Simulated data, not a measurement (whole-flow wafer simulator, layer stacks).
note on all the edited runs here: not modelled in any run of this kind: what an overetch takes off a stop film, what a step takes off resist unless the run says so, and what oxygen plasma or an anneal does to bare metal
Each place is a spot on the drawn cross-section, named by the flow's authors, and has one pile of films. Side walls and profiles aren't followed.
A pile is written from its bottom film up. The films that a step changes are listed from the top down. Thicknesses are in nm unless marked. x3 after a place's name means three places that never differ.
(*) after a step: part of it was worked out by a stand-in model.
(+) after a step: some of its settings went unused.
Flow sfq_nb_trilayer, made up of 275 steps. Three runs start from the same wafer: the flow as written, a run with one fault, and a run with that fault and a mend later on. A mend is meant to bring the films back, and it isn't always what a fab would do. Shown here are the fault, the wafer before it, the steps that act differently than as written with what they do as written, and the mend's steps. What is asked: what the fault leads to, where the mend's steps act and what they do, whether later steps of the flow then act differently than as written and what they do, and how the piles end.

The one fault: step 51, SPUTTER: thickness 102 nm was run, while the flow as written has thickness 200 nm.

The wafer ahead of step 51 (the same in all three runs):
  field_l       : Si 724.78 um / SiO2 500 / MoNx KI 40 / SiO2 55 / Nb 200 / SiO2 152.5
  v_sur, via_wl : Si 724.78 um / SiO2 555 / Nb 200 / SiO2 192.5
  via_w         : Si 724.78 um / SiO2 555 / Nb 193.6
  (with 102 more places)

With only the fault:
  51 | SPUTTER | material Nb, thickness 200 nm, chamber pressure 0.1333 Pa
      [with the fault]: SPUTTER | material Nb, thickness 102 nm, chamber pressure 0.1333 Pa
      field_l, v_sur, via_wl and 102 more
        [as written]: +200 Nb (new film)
        [with the fault]: +102 Nb (new film)
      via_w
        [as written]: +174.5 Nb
        [with the fault]: +89.9 Nb
  Later steps of the flow acting differently than as written (3 more steps, not shown, differ only slightly: by at most 2% or 0.5 nm, whichever is larger):
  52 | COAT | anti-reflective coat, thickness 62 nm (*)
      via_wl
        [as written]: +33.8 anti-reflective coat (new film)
        [with the fault]: +33 anti-reflective coat (new film)
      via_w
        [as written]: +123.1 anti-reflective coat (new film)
        [with the fault]: +119 anti-reflective coat (new film)
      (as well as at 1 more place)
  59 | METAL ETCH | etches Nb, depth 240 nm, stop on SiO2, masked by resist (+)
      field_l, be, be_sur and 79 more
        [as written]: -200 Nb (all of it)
        [with the fault]: -102 Nb (all of it)
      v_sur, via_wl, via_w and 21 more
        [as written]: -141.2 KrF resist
        [with the fault]: -90 KrF resist
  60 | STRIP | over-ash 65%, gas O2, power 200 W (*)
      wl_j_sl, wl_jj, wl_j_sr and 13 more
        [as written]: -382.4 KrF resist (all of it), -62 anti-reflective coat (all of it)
        [with the fault]: -433.6 KrF resist (all of it), -62 anti-reflective coat (all of it)
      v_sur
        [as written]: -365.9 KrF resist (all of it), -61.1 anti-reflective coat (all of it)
        [with the fault]: -417.8 KrF resist (all of it), -60.9 anti-reflective coat (all of it)
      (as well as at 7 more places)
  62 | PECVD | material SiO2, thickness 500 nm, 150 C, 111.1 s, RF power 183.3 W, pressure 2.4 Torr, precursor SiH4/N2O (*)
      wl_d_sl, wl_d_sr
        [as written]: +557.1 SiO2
        [with the fault]: +500 SiO2
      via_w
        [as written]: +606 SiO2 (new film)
        [with the fault]: +582 SiO2 (new film)
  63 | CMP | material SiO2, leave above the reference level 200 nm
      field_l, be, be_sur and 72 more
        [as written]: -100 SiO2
        [with the fault]: -198 SiO2
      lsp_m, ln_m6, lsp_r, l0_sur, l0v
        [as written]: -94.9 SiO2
        [with the fault]: -198 SiO2
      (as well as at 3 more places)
  At field_l, v_sur, via_wl and 103 more, the piles at the end differ from the flow's by more than 2% or 0.5 nm, whichever is larger.
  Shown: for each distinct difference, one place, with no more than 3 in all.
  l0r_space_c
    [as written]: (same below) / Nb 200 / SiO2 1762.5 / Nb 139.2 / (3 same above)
    [with the fault]: (same below) / Nb 200 / SiO2 1664.5 / Nb 139.2 / (3 same above)
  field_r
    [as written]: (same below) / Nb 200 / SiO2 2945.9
    [with the fault]: (same below) / Nb 200 / SiO2 2847.9
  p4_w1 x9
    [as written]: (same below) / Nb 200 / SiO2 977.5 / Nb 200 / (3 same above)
    [with the fault]: (same below) / Nb 200 / SiO2 879.5 / Nb 200 / (3 same above)

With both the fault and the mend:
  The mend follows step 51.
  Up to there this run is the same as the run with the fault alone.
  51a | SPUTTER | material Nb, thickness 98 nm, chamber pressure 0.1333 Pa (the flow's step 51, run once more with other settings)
      field_l, v_sur, via_wl and 102 more
        +98 Nb
      via_w
        +80.2 Nb
  Every later step of the flow that is run acts as written, at every place that is followed, to within 2% or 0.5 nm, whichever is larger.
  The piles end only slightly different from the flow's at the places that both follow, by no more than 2% or 0.5 nm, whichever is larger.
